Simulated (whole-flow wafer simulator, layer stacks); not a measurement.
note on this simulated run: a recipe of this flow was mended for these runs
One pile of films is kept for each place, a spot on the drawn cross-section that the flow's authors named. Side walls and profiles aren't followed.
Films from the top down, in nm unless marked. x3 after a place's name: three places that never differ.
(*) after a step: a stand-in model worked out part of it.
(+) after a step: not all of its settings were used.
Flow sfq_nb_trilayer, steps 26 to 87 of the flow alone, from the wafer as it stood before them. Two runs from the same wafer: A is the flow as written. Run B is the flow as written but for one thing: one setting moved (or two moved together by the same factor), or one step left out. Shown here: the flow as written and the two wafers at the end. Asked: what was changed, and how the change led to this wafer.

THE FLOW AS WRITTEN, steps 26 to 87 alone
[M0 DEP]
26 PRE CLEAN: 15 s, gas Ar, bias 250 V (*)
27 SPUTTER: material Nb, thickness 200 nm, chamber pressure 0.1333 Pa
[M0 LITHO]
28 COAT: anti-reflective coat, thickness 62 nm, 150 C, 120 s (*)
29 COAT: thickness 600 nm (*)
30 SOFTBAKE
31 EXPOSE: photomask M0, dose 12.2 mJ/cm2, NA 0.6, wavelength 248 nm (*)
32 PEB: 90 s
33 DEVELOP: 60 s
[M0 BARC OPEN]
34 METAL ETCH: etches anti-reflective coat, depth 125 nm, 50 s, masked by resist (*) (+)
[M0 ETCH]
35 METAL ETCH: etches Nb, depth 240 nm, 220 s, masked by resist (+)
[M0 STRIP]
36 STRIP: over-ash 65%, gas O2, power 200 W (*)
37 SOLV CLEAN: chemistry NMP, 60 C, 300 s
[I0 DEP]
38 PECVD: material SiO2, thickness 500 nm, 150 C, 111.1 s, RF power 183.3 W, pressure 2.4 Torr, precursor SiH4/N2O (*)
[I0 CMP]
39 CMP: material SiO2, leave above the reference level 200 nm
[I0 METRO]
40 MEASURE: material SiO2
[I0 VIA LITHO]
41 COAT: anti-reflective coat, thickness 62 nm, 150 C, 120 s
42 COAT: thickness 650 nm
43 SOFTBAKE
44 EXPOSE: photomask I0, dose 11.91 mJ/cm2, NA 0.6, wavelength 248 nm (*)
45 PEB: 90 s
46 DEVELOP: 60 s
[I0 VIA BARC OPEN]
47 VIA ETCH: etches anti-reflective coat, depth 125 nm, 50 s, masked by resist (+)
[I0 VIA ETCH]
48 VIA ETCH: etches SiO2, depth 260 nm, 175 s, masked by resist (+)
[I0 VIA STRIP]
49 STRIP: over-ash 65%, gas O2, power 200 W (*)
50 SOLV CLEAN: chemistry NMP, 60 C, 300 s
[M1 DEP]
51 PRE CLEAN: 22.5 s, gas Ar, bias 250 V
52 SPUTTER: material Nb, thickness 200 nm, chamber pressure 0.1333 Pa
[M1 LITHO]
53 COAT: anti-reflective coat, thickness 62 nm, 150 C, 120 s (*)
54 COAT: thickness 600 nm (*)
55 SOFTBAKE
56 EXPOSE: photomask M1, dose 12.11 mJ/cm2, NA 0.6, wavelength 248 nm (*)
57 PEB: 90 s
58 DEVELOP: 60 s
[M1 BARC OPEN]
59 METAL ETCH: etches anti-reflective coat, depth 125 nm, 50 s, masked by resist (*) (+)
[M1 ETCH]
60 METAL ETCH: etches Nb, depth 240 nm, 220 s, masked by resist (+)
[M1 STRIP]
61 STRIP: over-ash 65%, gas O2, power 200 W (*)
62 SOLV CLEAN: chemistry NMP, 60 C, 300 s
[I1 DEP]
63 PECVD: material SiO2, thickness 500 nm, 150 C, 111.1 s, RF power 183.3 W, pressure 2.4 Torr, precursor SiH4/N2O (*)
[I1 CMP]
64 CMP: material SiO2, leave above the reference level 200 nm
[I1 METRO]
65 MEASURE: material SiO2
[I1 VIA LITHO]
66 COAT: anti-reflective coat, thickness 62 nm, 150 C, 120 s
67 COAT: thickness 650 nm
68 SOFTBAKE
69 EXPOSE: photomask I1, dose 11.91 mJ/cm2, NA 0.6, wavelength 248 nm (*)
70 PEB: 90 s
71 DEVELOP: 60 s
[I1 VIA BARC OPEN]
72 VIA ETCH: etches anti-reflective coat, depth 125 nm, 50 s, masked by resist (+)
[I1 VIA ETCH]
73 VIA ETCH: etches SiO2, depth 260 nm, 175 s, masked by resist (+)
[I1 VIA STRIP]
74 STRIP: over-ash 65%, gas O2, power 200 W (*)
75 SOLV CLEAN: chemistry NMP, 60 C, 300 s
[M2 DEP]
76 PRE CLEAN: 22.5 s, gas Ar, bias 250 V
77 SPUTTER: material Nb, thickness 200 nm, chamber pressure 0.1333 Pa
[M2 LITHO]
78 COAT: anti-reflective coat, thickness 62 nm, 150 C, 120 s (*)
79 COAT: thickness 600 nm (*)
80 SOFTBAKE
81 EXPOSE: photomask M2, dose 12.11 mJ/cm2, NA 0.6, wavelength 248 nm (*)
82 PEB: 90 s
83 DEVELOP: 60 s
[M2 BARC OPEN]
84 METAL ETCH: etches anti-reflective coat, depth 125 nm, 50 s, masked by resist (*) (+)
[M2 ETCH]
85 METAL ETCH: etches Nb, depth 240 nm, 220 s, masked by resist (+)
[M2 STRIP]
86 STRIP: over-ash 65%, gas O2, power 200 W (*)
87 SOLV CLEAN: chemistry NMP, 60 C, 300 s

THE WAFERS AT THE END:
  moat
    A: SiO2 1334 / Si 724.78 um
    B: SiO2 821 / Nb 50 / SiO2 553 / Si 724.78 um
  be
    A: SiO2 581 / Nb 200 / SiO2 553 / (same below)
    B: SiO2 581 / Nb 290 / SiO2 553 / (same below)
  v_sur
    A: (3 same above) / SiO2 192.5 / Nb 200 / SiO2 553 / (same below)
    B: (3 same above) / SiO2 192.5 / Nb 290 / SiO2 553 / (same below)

The cause: step 27, SPUTTER: thickness 290 nm was run, where the flow has thickness 200 nm.
It can be read off the wafer: be has Nb 290, and step 27 as written asks for 200 nm.

How the change led to this, step by step:
  27 SPUTTER: material Nb, thickness 200 nm, chamber pressure 0.1333 Pa
      field_l, v_sur, via_wl and 102 more: A Nb +200 (new film) | B Nb +290 (new film)
      l0v: A Nb +195.4 (new film) | B Nb +285.7 (new film)
  28 COAT: anti-reflective coat, thickness 62 nm, 150 C, 120 s (*)
      l0_sur: A anti-reflective coat +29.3 (new film) | B anti-reflective coat +30.4 (new film)
  35 METAL ETCH: etches Nb, depth 240 nm, 220 s, masked by resist (+)
      moat, m0r_space_l x2: A Nb -200 (all of it), SiO2 -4 | B Nb -240
  36 STRIP: over-ash 65%, gas O2, power 200 W (*)
      l0_sur: A KrF-resist-other-grade -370 (all of it), anti-reflective coat -29.3 (all of it) | B KrF-resist-other-grade -369.4 (all of it), anti-reflective coat -30.4 (all of it)
  38 PECVD: material SiO2, thickness 500 nm, 150 C, 111.1 s, RF power 183.3 W, pressure 2.4 Torr, precursor SiH4/N2O (*)
      moat, m0r_space_l x2: A SiO2 +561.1 | B SiO2 +597.1 (new film)
Counting metal films that touch as one body, moat has 1 body; the flow as written gives 0 bodies.
